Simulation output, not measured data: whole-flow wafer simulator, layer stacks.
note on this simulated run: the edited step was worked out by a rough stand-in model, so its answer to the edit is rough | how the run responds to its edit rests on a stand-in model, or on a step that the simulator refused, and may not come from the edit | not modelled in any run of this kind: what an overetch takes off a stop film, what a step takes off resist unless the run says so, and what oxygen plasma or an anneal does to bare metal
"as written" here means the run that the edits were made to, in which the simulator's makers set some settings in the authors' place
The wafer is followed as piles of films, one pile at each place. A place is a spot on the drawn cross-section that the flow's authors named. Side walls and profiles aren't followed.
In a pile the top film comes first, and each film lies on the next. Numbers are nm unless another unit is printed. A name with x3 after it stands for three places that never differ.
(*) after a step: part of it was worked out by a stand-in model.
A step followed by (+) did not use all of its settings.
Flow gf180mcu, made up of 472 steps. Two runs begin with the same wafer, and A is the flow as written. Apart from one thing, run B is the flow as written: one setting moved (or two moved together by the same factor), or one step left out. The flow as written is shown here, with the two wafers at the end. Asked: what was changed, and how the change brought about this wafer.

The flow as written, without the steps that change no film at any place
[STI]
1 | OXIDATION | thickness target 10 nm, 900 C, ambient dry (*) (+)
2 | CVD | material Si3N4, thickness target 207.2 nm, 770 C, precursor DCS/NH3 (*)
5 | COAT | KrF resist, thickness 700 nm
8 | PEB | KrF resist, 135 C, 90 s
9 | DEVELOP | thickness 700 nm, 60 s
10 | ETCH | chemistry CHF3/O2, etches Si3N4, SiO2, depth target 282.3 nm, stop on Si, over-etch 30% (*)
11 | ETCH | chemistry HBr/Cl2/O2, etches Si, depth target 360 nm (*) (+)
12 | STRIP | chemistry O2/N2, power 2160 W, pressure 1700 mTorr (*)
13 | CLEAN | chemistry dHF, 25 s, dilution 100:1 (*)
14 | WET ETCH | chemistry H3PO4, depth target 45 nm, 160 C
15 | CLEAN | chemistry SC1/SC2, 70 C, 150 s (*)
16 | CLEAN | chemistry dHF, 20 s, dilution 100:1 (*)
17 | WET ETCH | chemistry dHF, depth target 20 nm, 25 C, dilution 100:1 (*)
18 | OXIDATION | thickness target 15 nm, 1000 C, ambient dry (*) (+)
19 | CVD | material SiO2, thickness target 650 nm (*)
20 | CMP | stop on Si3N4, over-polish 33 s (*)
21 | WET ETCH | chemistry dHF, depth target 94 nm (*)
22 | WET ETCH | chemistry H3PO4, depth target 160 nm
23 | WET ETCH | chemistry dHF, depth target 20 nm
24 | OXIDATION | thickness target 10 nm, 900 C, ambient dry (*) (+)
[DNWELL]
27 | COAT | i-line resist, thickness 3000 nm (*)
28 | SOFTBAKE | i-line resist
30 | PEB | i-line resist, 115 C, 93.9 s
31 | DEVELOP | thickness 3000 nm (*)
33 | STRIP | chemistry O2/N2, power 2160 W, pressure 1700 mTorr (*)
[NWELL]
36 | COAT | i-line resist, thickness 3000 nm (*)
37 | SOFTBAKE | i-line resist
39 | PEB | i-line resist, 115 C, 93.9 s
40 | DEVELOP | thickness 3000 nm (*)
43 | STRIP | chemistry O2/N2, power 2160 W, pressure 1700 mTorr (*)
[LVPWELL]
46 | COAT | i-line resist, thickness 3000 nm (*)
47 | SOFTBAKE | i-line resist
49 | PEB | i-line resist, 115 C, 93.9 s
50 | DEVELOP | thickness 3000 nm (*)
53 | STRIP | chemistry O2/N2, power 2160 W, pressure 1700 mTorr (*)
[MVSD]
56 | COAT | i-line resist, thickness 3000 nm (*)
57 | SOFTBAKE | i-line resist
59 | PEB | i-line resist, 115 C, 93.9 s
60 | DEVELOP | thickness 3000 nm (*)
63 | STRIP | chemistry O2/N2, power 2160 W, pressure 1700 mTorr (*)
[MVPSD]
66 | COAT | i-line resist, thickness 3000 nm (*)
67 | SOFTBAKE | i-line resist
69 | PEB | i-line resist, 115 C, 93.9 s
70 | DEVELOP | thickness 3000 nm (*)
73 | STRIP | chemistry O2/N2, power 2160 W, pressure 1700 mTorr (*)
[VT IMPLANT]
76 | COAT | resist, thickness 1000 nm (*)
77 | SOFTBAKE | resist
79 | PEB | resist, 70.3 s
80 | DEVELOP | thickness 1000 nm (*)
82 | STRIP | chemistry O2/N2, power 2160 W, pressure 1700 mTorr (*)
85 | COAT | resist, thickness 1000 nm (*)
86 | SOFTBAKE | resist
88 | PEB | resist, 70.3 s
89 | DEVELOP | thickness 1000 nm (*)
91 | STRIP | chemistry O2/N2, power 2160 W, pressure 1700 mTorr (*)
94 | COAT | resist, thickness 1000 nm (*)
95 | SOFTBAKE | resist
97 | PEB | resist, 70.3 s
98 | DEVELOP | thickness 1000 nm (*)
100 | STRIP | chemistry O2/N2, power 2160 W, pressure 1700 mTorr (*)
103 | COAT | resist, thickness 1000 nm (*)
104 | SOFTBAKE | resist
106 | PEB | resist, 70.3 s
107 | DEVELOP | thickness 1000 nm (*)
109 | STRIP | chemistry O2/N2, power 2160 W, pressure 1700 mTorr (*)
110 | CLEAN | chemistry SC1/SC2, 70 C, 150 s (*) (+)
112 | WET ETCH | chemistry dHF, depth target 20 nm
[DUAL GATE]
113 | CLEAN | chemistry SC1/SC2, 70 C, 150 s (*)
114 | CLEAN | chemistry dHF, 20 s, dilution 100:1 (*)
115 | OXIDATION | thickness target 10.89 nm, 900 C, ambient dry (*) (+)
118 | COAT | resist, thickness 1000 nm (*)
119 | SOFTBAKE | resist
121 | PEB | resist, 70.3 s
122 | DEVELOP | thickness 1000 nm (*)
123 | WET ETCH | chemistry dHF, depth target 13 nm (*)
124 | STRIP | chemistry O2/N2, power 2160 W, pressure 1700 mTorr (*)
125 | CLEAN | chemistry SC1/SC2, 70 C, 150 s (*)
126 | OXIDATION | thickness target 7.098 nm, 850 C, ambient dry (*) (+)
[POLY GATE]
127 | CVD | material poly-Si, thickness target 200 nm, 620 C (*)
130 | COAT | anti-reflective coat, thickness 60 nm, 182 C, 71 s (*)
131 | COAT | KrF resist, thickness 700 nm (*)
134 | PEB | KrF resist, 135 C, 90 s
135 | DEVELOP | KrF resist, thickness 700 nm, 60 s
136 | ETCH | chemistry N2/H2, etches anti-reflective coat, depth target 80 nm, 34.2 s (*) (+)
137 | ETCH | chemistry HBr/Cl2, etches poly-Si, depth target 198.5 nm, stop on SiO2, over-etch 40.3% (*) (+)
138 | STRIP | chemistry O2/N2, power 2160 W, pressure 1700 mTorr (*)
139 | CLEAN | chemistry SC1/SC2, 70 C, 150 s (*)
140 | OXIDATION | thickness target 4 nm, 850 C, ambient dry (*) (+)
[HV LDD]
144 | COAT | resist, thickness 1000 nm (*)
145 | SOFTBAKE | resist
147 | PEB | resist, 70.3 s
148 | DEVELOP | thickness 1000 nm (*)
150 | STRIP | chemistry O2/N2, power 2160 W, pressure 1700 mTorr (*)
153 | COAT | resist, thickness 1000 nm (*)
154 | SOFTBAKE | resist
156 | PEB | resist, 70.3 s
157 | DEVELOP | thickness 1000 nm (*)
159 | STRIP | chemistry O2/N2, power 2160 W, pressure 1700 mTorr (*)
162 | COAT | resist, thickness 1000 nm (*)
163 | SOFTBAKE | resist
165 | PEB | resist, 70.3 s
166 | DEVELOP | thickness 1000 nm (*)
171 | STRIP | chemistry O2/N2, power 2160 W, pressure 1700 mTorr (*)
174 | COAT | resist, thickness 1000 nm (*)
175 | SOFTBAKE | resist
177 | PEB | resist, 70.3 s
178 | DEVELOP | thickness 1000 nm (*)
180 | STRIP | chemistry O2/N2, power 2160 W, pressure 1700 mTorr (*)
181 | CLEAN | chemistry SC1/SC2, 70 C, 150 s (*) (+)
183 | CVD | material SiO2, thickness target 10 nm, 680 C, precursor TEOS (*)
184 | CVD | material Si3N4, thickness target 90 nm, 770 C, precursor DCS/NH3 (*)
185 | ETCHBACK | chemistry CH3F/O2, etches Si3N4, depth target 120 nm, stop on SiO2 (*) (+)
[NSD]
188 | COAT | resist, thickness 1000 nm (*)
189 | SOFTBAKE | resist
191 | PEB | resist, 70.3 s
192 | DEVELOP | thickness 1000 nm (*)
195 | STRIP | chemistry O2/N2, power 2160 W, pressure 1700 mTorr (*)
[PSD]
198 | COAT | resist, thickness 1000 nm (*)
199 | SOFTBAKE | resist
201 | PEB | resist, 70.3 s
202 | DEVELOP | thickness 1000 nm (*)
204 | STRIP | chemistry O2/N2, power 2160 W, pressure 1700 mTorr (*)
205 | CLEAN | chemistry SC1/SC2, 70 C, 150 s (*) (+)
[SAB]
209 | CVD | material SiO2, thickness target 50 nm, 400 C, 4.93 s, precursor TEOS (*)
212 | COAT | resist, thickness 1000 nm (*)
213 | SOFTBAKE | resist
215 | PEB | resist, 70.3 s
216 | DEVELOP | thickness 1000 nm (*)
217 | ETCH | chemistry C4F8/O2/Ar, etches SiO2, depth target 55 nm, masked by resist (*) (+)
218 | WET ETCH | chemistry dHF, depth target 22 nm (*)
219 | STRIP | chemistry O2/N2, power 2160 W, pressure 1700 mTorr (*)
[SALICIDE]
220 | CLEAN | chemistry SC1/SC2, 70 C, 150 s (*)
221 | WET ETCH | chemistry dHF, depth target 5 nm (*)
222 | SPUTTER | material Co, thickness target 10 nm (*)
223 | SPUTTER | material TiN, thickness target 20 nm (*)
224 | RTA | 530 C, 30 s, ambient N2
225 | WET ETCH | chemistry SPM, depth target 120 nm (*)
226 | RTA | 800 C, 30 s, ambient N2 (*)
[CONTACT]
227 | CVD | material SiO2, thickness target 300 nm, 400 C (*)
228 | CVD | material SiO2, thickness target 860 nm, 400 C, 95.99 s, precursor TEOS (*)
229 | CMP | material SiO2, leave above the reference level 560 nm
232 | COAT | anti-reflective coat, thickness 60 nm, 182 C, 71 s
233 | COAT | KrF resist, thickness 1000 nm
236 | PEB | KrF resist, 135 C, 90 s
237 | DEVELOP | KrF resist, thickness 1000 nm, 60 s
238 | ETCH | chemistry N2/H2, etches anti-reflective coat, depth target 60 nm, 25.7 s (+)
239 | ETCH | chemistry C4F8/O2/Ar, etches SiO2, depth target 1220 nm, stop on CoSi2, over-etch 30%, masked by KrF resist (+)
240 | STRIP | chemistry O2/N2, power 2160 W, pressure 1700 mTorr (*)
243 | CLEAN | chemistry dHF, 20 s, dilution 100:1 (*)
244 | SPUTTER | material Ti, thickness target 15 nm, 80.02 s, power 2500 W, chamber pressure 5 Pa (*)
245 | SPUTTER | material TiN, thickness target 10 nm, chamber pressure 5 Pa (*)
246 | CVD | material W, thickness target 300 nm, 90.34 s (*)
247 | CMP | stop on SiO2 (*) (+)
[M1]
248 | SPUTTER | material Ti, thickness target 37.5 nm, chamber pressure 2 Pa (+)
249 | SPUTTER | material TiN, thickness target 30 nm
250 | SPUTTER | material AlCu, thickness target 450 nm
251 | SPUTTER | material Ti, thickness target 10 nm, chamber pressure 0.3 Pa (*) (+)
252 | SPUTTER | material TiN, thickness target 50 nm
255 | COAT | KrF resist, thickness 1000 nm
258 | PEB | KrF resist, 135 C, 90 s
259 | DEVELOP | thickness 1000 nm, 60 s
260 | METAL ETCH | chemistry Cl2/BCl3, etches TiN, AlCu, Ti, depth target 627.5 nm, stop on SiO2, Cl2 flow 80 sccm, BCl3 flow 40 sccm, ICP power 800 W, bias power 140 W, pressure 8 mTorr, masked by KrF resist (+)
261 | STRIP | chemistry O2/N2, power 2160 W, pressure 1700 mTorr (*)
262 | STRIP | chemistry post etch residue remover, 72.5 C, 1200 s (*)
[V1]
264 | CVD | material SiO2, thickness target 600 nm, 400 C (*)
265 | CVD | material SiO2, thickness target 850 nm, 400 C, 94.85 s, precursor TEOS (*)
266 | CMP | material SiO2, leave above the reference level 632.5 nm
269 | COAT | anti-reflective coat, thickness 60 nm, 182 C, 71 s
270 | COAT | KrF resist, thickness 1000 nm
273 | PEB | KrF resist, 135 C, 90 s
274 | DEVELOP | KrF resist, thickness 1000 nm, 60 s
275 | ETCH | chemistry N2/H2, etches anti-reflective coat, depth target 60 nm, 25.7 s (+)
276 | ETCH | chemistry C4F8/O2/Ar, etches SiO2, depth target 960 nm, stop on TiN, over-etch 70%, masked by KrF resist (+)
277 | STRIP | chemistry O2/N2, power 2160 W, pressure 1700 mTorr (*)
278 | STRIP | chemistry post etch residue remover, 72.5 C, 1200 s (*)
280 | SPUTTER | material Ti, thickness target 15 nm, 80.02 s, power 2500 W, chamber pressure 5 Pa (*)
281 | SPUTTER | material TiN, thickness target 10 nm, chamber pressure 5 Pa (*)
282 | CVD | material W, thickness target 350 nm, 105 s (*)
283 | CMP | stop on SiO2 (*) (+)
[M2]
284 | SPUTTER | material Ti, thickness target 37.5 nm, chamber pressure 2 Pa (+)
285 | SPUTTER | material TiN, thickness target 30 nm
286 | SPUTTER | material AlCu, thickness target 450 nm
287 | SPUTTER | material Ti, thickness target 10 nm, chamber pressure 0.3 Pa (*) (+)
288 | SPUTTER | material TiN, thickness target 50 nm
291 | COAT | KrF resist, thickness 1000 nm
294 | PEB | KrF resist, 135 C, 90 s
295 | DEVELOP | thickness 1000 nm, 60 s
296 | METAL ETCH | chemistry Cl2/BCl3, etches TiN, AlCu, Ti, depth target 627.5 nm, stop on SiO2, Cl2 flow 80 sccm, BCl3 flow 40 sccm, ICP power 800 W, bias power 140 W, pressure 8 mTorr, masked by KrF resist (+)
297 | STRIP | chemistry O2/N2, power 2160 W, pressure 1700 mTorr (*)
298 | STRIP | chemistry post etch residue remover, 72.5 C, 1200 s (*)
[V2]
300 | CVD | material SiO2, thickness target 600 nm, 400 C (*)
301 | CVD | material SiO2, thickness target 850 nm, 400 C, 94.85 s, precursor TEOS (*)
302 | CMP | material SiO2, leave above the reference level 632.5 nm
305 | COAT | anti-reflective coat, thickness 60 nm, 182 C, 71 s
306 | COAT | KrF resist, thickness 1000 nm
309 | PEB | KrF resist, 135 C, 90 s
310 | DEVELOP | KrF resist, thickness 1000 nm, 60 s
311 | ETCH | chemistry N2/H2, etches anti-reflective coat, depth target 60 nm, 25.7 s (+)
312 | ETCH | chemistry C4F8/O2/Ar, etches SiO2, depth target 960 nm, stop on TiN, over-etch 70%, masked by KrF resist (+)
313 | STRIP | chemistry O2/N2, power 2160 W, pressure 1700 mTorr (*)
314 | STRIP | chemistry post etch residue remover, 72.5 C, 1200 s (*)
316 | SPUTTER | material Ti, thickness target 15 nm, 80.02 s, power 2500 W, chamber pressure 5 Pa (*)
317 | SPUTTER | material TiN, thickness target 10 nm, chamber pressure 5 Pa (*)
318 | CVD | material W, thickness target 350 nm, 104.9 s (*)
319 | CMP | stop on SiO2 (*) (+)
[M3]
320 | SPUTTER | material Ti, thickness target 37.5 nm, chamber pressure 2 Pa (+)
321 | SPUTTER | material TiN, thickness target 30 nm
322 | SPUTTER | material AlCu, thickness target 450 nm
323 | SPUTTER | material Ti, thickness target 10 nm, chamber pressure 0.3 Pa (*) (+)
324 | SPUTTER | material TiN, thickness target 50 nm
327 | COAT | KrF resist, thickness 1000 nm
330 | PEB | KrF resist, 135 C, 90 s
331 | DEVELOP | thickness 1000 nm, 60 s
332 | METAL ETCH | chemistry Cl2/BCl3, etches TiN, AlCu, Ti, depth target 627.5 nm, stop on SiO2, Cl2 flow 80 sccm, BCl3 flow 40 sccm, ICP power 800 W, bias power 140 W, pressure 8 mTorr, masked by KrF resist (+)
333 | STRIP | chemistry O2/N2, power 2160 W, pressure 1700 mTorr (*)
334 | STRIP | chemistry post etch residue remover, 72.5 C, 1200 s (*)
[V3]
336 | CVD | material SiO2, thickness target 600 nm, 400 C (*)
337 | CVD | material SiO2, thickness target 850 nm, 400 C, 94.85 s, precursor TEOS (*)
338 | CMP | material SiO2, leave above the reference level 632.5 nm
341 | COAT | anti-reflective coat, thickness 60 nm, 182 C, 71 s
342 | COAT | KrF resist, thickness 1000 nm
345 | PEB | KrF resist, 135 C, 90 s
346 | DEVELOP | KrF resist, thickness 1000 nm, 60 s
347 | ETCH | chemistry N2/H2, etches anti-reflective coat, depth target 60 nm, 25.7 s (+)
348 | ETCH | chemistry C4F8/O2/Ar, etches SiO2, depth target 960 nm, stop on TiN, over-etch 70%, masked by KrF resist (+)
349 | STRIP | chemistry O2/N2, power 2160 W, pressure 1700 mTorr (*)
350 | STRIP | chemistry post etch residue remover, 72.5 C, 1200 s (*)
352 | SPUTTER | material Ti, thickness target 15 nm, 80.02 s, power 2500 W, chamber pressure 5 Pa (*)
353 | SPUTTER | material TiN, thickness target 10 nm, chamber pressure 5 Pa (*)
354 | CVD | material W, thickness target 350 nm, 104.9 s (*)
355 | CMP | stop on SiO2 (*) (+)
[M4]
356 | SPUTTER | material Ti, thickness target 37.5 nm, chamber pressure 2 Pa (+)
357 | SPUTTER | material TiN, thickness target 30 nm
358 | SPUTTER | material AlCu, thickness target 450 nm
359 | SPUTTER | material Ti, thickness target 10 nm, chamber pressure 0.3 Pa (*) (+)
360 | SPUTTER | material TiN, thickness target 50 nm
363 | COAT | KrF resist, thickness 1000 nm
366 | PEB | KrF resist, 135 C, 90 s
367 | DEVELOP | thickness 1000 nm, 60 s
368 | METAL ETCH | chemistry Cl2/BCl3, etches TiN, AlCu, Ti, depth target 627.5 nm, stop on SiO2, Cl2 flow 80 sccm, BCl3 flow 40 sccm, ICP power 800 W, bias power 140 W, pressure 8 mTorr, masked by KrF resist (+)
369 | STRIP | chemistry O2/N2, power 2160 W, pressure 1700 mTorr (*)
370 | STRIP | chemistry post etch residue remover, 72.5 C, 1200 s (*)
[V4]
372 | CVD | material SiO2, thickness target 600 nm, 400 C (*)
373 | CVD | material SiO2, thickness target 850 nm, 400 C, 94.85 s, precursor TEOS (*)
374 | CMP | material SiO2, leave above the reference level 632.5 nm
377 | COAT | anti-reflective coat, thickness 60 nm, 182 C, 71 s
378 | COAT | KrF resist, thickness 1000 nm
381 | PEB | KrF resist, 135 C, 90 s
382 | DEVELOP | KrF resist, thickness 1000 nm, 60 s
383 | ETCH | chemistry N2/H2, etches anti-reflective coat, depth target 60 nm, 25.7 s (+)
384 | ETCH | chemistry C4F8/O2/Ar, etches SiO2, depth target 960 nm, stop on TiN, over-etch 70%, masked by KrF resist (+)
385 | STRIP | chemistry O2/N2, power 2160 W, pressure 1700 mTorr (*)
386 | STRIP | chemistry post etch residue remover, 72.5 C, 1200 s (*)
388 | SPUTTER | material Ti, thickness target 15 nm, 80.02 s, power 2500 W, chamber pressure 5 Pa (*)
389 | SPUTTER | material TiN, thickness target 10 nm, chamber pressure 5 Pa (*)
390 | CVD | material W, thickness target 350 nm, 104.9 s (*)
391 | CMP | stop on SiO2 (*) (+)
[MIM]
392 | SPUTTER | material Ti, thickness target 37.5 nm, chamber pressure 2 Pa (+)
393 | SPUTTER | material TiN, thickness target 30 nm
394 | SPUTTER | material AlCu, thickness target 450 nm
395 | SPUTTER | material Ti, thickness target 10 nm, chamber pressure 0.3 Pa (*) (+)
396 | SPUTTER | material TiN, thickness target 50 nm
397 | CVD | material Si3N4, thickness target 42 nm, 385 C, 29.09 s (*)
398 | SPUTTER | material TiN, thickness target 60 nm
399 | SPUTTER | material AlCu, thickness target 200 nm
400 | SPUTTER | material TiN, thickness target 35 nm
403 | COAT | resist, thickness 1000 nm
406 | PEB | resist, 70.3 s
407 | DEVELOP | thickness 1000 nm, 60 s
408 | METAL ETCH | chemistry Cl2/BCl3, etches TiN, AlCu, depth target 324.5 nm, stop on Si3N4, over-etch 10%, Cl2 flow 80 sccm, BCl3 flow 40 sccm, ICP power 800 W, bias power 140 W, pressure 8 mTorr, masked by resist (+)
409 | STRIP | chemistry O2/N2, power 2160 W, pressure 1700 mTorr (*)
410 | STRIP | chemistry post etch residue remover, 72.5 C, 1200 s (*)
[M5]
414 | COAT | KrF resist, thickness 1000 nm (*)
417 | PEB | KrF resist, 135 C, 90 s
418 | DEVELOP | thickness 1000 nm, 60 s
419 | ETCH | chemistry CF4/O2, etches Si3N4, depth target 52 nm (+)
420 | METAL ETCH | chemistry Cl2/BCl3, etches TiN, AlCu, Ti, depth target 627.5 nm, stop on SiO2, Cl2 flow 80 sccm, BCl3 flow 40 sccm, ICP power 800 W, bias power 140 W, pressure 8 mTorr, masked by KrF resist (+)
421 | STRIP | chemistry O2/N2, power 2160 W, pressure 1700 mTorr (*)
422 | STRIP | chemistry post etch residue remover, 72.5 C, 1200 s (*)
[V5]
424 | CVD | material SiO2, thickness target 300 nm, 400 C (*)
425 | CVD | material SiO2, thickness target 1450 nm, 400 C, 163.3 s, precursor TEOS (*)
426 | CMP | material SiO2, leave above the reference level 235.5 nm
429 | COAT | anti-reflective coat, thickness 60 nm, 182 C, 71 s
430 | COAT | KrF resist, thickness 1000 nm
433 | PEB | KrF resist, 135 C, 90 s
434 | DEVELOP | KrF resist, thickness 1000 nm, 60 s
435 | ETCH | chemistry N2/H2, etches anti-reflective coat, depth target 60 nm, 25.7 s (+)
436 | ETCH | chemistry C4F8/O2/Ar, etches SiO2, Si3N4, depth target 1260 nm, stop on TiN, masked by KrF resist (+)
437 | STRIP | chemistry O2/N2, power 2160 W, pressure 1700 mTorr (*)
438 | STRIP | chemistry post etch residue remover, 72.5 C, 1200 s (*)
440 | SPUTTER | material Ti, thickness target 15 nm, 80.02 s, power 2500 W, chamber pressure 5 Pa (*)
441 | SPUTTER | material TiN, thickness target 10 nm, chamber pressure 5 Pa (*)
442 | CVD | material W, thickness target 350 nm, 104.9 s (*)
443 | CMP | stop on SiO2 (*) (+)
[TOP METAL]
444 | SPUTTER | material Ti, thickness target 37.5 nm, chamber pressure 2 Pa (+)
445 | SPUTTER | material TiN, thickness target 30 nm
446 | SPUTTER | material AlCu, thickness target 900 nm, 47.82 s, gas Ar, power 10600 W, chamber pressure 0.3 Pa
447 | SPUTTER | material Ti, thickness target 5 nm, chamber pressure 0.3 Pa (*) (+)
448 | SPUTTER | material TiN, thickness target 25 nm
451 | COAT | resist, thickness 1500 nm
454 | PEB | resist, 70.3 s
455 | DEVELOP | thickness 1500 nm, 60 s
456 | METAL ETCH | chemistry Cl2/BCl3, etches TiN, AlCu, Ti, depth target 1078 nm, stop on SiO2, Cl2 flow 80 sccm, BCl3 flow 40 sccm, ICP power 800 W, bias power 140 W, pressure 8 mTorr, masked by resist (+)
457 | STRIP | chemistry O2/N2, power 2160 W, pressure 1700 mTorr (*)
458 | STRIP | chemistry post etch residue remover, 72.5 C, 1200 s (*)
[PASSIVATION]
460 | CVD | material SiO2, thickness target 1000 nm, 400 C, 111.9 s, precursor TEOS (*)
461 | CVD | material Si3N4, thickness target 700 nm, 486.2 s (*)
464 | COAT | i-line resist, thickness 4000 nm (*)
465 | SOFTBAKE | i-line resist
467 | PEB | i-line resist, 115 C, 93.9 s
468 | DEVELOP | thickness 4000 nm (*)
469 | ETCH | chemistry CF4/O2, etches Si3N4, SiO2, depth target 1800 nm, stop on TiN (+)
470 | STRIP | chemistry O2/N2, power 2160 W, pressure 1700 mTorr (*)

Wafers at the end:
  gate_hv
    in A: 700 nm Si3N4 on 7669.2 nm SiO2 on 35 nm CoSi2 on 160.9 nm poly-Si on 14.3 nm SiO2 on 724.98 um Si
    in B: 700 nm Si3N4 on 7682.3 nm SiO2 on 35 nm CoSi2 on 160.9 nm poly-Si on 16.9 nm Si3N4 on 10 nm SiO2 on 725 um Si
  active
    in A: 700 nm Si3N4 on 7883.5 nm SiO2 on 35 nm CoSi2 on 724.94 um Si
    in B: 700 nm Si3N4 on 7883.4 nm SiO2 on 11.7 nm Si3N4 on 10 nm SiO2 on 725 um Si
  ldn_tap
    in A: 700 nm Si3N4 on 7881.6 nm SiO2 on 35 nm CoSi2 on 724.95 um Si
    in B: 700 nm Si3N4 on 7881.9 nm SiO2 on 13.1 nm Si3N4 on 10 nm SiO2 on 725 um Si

What caused this: step 2, CVD: thickness target 238.2 nm was run, though the flow has thickness target 207.2 nm.

The path from the change to this, step by step:
  2 | CVD | material Si3N4, thickness target 207.2 nm, 770 C, precursor DCS/NH3 (*)
      field, field_sub, active and 77 more: A Si3N4 gains 207.2 (new film) | B Si3N4 gains 238.2 (new film)
  10 | ETCH | chemistry CHF3/O2, etches Si3N4, SiO2, depth target 282.3 nm, stop on Si, over-etch 30% (*)
      field, field_sub, sti and 34 more: A Si3N4 loses 207.2 (all of it), SiO2 loses 10 (all of it), Si loses 13 | B Si3N4 loses 238.2 (all of it), SiO2 loses 10 (all of it), Si loses 6.82
  19 | CVD | material SiO2, thickness target 650 nm (*)
      m1, ld_fp_n, ld_drift_n and 8 more: A SiO2 gains 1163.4 | B SiO2 gains 1194.5
  20 | CMP | stop on Si3N4, over-polish 33 s (*)
      sti, mim_1p0, pad and 11 more: A SiO2 loses 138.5 | B SiO2 loses 107.4
      nw_enc_fld, nw_enc_fld_lv: A SiO2 loses 142.5 | B SiO2 loses 111.4
      (and at 10 other places as well)
  22 | WET ETCH | chemistry H3PO4, depth target 160 nm
      active, n_well, p_well and 40 more: A Si3N4 loses 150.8 (all of it), SiO2 loses 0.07 | B Si3N4 loses 160.1
  23 | WET ETCH | chemistry dHF, depth target 20 nm
      active, n_well, p_well and 40 more: A SiO2 loses 9.93 (all of it) | B Si3N4 loses 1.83
  24 | OXIDATION | thickness target 10 nm, 900 C, ambient dry (*) (+)
      active, n_well, p_well and 40 more: A SiO2 gains 10 (new film), Si loses 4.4 | B nothing
  28 | SOFTBAKE | i-line resist
      ldn_fp, ldn_drn: A i-line resist gains 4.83 | B i-line resist gains 5.63
      active_nat: A i-line resist gains 2.84 | B i-line resist gains 3.39
      (and at 18 other places as well)
  37 | SOFTBAKE | i-line resist
      ldn_fp, ldn_drn: A i-line resist gains 4.83 | B i-line resist gains 5.63
      active_nat: A i-line resist gains 2.84 | B i-line resist gains 3.39
      (and at 18 other places as well)
  47 | SOFTBAKE | i-line resist
      ldn_fp, ldn_drn: A i-line resist gains 4.83 | B i-line resist gains 5.63
      active_nat: A i-line resist gains 2.84 | B i-line resist gains 3.39
      (and at 18 other places as well)
  57 | SOFTBAKE | i-line resist
      ldn_fp, ldn_drn: A i-line resist gains 4.83 | B i-line resist gains 5.63
      active_nat: A i-line resist gains 2.84 | B i-line resist gains 3.39
      (and at 18 other places as well)
  67 | SOFTBAKE | i-line resist
      ldn_fp, ldn_drn: A i-line resist gains 4.83 | B i-line resist gains 5.63
      active_nat: A i-line resist gains 2.84 | B i-line resist gains 3.39
      (and at 18 other places as well)
  112 | WET ETCH | chemistry dHF, depth target 20 nm
      active, n_well, p_well and 40 more: A SiO2 loses 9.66 (all of it) | B Si3N4 loses 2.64
  113 | CLEAN | chemistry SC1/SC2, 70 C, 150 s (*)
      active, n_well, p_well and 40 more: A chemical SiO2 gains 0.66 (new film), Si loses 1.83 | B nothing
  114 | CLEAN | chemistry dHF, 20 s, dilution 100:1 (*)
      active, n_well, p_well and 40 more: A chemical SiO2 loses 0.66 (all of it) | B Si3N4 loses 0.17
  115 | OXIDATION | thickness target 10.89 nm, 900 C, ambient dry (*) (+)
      active, n_well, p_well and 40 more: A SiO2 gains 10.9 (new film), Si loses 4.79 | B nothing
  ... 27 other steps ...
  471 | ANNEAL | 400 C, 1800 s, ambient N2/H2
      contact: A nothing | B under 49 films: void gains 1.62 (new film), Ti loses 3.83, TiSi first gains 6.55 (new film), Si loses 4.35
With metal films that touch counted as one body, active has 0 bodies; the flow as written gives 1 body.
With metal films that touch counted as one body, ldn_tap has 0 bodies; the flow as written gives 1 body.
